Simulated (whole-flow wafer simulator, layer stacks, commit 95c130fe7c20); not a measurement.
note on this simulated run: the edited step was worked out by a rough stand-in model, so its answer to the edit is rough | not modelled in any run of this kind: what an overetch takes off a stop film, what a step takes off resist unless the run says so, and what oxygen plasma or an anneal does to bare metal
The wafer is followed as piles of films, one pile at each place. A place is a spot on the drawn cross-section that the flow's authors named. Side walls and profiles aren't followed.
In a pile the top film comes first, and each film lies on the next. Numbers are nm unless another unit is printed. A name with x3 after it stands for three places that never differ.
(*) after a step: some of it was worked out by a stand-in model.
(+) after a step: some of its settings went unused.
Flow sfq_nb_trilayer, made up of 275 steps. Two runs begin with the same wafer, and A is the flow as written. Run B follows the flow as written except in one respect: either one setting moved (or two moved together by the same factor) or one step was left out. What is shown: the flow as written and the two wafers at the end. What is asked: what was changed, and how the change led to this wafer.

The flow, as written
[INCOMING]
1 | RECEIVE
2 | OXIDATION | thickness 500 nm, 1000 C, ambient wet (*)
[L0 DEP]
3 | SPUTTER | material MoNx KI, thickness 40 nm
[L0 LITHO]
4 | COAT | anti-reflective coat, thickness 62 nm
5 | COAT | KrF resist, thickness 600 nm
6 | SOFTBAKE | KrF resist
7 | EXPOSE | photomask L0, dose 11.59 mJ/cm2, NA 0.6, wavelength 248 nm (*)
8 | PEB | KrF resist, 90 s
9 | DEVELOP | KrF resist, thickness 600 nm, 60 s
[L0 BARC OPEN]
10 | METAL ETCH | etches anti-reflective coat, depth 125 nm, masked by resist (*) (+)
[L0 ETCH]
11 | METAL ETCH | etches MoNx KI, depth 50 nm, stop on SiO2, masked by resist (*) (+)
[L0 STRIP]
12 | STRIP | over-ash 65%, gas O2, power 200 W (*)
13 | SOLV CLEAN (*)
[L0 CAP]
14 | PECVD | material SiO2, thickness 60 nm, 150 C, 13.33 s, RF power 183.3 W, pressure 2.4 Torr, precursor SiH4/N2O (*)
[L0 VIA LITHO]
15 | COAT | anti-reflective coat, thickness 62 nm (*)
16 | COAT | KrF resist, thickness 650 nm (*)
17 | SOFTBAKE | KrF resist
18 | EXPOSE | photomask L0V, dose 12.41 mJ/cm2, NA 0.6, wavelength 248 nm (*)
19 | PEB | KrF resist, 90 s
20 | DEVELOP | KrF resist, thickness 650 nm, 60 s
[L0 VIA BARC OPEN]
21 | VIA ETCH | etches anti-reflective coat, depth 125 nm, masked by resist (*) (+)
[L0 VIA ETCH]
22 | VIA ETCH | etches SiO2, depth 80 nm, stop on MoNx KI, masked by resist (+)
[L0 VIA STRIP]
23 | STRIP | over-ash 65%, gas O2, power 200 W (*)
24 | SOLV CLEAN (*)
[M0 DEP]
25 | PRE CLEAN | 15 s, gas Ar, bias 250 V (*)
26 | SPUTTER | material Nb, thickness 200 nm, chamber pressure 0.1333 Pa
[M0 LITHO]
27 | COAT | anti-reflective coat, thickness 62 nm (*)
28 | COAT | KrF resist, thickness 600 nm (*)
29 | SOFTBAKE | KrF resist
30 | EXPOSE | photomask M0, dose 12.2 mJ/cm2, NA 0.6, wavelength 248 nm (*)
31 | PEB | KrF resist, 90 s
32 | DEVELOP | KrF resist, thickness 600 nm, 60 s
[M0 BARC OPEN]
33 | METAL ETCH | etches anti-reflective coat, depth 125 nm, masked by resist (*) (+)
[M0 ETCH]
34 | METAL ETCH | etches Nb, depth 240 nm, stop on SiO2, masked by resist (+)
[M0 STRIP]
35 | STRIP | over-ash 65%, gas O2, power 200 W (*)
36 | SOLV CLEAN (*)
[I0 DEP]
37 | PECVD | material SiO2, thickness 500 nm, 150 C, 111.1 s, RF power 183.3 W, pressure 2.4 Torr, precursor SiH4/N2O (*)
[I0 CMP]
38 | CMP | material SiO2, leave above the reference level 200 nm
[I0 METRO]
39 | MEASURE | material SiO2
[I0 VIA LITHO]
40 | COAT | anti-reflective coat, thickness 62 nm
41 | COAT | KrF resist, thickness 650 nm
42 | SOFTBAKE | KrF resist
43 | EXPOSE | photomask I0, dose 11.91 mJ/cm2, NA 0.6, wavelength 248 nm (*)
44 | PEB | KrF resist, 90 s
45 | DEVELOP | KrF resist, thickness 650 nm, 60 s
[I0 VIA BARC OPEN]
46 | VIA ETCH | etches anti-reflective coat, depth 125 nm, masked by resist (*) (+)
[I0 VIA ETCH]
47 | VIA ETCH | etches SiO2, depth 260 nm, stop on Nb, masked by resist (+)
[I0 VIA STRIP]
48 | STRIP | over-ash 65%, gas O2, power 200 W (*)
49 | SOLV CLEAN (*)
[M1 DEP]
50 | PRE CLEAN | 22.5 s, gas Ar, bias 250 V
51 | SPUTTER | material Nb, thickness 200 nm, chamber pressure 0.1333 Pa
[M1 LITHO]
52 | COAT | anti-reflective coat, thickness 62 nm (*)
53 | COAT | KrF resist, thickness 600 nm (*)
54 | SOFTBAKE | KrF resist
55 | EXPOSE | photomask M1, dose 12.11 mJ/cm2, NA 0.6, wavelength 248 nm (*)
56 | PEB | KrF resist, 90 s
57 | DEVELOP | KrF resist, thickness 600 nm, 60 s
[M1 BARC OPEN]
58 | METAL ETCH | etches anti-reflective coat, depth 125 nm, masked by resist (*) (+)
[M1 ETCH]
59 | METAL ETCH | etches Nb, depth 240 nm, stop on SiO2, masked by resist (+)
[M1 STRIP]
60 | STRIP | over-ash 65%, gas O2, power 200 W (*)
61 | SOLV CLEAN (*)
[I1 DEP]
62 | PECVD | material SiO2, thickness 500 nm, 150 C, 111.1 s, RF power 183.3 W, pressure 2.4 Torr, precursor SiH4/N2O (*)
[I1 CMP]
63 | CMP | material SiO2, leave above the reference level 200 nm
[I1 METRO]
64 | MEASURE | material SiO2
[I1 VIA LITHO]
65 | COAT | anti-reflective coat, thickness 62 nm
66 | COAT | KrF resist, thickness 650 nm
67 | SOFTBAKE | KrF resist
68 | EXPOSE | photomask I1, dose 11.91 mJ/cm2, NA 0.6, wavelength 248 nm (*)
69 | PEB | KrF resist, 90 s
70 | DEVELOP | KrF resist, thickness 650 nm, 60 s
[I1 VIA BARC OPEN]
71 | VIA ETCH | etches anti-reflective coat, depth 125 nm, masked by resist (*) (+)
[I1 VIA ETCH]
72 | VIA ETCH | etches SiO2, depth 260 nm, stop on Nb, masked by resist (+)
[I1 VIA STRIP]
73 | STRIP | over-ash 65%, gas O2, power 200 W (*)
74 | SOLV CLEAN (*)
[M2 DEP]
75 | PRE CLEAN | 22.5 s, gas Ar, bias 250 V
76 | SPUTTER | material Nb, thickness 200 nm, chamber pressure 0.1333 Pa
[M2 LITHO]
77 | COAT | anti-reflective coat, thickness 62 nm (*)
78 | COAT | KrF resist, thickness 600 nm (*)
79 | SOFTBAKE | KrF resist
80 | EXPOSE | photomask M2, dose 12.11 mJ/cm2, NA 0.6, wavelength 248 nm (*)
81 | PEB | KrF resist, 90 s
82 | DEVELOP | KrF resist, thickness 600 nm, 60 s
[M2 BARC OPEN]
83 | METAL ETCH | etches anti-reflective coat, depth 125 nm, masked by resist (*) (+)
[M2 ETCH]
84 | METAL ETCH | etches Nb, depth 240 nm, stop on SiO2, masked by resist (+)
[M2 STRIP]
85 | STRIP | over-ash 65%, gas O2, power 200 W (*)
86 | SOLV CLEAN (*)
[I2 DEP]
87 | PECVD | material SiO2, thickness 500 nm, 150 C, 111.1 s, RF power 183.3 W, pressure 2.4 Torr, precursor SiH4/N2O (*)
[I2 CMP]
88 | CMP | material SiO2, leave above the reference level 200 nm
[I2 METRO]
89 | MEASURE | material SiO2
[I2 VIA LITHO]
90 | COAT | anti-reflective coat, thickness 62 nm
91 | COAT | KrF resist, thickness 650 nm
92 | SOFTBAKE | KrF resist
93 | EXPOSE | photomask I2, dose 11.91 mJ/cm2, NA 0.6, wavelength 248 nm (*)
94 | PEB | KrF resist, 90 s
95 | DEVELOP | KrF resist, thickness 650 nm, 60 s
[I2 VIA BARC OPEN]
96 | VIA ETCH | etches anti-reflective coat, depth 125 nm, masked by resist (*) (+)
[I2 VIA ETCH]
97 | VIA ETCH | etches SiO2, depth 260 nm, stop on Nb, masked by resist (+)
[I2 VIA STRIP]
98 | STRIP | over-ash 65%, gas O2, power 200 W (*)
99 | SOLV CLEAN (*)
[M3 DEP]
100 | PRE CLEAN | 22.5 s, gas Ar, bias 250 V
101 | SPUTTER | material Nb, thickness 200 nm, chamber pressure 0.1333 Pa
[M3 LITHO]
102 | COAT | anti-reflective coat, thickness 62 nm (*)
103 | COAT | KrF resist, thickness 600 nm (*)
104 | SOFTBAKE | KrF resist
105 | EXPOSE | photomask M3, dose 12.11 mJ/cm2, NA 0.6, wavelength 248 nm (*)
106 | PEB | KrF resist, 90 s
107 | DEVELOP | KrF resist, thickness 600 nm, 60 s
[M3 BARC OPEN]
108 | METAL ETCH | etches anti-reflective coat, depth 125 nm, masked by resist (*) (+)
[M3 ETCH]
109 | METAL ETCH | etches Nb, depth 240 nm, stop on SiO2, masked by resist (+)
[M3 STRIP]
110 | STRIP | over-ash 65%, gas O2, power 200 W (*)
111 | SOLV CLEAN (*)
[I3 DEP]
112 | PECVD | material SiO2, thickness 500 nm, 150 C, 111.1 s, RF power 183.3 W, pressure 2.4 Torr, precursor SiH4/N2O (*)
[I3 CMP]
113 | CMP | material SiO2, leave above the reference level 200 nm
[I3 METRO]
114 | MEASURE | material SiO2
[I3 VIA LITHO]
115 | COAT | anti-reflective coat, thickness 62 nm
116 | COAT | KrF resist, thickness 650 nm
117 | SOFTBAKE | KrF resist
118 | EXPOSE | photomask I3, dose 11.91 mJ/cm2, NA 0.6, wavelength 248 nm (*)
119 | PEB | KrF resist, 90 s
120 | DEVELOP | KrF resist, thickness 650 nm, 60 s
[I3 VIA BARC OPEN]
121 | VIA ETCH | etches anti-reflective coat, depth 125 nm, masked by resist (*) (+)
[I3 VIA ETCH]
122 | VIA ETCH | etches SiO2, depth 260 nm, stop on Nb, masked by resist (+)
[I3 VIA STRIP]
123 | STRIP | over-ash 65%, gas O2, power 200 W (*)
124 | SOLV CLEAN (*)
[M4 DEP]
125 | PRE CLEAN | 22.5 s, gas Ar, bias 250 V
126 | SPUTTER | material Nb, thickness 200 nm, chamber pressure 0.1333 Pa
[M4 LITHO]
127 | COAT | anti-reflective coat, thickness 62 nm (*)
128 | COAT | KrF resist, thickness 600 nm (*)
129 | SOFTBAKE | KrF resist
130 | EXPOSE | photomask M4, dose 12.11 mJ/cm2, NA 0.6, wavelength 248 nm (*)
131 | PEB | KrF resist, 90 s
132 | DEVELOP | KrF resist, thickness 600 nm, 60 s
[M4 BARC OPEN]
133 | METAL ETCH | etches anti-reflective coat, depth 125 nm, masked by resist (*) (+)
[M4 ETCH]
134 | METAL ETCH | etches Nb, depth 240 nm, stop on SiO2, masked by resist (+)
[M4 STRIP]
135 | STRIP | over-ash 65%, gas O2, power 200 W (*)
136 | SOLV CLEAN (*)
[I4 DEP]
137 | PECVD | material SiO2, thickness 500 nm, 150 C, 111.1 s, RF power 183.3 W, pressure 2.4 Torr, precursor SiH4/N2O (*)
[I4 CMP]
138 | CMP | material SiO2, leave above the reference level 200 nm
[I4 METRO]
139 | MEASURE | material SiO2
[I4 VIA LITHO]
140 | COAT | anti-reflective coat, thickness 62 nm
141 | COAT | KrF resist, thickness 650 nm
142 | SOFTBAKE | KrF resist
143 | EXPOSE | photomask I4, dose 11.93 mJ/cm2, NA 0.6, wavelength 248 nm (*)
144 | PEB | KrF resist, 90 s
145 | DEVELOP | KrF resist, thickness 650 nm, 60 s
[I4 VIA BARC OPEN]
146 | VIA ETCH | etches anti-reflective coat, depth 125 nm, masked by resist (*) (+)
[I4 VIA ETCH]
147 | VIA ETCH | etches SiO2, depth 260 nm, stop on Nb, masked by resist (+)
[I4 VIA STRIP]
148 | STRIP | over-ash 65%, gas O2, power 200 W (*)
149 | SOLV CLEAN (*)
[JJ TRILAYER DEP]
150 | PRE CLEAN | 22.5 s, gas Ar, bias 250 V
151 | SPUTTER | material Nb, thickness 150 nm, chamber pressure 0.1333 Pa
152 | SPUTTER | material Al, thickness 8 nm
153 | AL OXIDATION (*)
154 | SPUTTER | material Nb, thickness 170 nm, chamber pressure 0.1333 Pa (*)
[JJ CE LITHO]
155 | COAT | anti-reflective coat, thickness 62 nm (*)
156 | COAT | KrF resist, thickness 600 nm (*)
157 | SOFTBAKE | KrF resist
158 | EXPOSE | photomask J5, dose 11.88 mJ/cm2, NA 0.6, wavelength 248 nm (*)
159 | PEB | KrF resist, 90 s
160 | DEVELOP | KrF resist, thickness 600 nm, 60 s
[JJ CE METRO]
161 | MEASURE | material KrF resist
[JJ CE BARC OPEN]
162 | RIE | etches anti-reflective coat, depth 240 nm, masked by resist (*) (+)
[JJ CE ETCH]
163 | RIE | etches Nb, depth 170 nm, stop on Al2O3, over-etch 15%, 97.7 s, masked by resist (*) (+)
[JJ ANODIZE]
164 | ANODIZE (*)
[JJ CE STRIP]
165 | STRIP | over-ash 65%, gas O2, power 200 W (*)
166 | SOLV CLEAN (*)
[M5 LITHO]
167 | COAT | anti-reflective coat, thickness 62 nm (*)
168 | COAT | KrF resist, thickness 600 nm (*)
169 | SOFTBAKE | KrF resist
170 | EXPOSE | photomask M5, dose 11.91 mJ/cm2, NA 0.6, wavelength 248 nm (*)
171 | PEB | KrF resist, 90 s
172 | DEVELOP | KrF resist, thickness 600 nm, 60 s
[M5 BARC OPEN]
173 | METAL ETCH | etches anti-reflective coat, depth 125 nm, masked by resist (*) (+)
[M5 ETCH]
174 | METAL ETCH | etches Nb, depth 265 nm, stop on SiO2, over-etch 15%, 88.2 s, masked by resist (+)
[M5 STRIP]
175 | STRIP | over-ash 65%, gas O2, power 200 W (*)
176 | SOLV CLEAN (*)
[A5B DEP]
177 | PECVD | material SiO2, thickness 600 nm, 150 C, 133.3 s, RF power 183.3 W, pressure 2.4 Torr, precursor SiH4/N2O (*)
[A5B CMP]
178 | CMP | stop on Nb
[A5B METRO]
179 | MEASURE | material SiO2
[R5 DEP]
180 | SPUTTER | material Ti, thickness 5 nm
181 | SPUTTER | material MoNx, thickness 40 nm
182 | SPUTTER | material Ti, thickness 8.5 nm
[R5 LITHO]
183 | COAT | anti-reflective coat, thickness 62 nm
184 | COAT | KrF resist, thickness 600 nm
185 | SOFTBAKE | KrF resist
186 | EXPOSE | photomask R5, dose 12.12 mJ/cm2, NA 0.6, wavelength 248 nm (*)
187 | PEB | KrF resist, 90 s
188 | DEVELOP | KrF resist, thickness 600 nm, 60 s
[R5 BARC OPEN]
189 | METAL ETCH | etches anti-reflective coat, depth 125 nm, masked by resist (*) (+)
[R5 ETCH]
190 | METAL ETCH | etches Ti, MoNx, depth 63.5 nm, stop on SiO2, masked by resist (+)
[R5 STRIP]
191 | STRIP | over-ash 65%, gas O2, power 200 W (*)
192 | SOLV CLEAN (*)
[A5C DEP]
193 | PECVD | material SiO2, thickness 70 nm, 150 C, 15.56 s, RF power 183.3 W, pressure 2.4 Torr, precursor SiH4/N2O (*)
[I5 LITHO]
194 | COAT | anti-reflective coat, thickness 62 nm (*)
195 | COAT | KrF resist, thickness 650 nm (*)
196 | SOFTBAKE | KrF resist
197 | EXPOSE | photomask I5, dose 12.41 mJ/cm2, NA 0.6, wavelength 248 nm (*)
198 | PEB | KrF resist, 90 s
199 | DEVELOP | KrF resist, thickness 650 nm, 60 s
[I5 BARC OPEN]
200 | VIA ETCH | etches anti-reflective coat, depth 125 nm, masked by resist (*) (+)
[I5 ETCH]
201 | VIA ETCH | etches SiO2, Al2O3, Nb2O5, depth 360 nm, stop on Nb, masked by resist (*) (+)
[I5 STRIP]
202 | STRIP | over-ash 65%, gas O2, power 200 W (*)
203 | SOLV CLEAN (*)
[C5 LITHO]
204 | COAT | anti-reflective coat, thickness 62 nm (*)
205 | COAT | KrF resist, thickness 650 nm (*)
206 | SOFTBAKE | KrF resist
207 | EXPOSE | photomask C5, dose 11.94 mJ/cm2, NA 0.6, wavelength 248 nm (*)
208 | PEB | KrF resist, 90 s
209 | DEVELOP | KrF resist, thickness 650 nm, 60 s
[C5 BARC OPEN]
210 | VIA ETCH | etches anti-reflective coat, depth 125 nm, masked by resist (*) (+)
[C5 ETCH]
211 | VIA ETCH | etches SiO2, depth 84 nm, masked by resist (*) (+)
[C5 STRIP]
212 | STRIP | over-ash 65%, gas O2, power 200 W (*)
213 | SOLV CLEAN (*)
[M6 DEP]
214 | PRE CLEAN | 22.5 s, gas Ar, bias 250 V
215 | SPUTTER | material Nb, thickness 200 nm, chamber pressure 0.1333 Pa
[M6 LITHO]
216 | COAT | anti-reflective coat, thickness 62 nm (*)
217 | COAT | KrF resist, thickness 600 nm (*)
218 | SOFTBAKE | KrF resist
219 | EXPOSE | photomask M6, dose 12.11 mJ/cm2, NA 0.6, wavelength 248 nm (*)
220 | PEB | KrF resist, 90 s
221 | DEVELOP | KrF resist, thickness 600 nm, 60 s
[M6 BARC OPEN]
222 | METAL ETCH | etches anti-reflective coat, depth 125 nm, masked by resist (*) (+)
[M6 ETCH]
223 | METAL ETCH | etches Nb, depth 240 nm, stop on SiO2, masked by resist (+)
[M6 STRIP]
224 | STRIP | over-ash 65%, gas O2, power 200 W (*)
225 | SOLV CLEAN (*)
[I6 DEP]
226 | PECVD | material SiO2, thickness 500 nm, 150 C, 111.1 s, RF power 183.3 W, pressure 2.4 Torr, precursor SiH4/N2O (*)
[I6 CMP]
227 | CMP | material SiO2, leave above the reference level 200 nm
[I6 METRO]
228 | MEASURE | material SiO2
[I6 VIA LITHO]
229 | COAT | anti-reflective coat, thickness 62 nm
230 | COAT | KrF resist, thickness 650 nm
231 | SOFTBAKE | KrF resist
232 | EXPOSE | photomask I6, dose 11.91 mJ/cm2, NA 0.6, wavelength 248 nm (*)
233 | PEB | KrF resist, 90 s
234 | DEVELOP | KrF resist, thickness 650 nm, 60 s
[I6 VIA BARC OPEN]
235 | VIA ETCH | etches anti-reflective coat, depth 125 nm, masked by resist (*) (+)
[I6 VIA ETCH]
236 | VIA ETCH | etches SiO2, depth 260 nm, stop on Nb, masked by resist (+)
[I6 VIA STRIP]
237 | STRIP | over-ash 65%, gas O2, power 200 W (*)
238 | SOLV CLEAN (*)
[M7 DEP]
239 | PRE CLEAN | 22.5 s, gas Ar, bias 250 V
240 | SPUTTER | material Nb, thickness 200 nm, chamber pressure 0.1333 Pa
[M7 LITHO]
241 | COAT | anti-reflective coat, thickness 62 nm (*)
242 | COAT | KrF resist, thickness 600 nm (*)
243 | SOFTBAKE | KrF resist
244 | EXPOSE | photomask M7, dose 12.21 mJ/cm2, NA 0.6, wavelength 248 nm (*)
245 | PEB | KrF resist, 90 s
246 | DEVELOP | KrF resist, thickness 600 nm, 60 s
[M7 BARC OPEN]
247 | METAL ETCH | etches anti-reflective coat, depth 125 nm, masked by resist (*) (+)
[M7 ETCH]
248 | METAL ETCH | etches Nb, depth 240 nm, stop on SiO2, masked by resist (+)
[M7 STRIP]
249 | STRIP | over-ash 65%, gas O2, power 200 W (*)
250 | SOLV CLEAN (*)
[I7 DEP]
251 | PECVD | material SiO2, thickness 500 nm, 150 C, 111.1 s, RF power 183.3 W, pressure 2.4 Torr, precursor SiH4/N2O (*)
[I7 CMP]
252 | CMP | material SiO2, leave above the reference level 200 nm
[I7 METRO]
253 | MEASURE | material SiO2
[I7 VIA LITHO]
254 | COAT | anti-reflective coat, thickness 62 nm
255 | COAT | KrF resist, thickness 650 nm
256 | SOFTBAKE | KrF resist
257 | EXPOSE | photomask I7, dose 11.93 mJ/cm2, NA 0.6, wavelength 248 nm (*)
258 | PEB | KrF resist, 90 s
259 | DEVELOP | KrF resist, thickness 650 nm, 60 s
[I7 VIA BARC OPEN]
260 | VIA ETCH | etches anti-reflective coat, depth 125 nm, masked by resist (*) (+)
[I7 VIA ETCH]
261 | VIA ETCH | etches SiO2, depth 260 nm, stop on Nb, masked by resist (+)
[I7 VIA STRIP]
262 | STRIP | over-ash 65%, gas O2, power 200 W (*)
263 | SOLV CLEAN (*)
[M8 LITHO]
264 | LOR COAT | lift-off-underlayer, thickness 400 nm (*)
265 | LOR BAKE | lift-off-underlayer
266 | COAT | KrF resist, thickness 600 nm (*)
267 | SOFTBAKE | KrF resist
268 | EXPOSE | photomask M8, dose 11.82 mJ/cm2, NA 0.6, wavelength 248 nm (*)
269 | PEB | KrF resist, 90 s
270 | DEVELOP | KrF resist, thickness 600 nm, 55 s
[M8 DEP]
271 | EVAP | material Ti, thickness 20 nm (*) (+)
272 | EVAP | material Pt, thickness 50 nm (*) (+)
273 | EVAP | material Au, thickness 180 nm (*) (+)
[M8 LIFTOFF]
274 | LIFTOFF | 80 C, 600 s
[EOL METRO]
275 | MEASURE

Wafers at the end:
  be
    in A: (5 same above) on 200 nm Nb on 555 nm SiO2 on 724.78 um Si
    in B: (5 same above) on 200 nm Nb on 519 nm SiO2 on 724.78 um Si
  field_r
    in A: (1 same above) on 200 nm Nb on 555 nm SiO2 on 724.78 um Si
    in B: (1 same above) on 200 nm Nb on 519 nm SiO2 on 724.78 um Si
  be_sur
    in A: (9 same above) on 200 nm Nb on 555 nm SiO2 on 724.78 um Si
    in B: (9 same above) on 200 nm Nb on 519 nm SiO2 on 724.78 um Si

Cause: step 14, PECVD: thickness 24 nm was run, though the flow has thickness 60 nm; step 14, PECVD: 5.333 s was run, where the flow has 13.33 s.

Step by step, how the change led to this:
  14 | PECVD | material SiO2, thickness 60 nm, 150 C, 13.33 s, RF power 183.3 W, pressure 2.4 Torr, precursor SiH4/N2O (*)
      v_sur, via_wl, via_w and 97 more: A SiO2 gains 60 | B SiO2 gains 24
      field_l, l0_sur, l0v, l0r_line_l, l0r_line_c, l0r_line_r: A SiO2 gains 60 (new film) | B SiO2 gains 24 (new film)
  22 | VIA ETCH | etches SiO2, depth 80 nm, stop on MoNx KI, masked by resist (+)
      field_l, v_sur, via_wl and 102 more: A KrF resist loses 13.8 | B KrF resist loses 6.17
      l0v: A SiO2 loses 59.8 (all of it) | B SiO2 loses 23.8 (all of it)
  26 | SPUTTER | material Nb, thickness 200 nm, chamber pressure 0.1333 Pa
      l0v: A Nb gains 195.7 (new film) | B Nb gains 200 (new film)
  27 | COAT | anti-reflective coat, thickness 62 nm (*)
      l0_sur: A anti-reflective coat gains 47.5 (new film) | B anti-reflective coat gains 51.5 (new film)
      l0v: A anti-reflective coat gains 78 (new film) | B anti-reflective coat gains 67 (new film)
  28 | COAT | KrF resist, thickness 600 nm (*)
      l0v: A KrF resist gains 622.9 (new film) | B KrF resist gains 601.7 (new film)
  35 | STRIP | over-ash 65%, gas O2, power 200 W (*)
      l0_sur: A KrF resist loses 372 (all of it), anti-reflective coat loses 47.5 (all of it) | B KrF resist loses 373.9 (all of it), anti-reflective coat loses 51.5 (all of it)
      l0v: A KrF resist loses 405.3 (all of it), anti-reflective coat loses 78 (all of it) | B KrF resist loses 384.1 (all of it), anti-reflective coat loses 67 (all of it)
  38 | CMP | material SiO2, leave above the reference level 200 nm
      l0v: A SiO2 loses 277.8 | B SiO2 loses 318.1
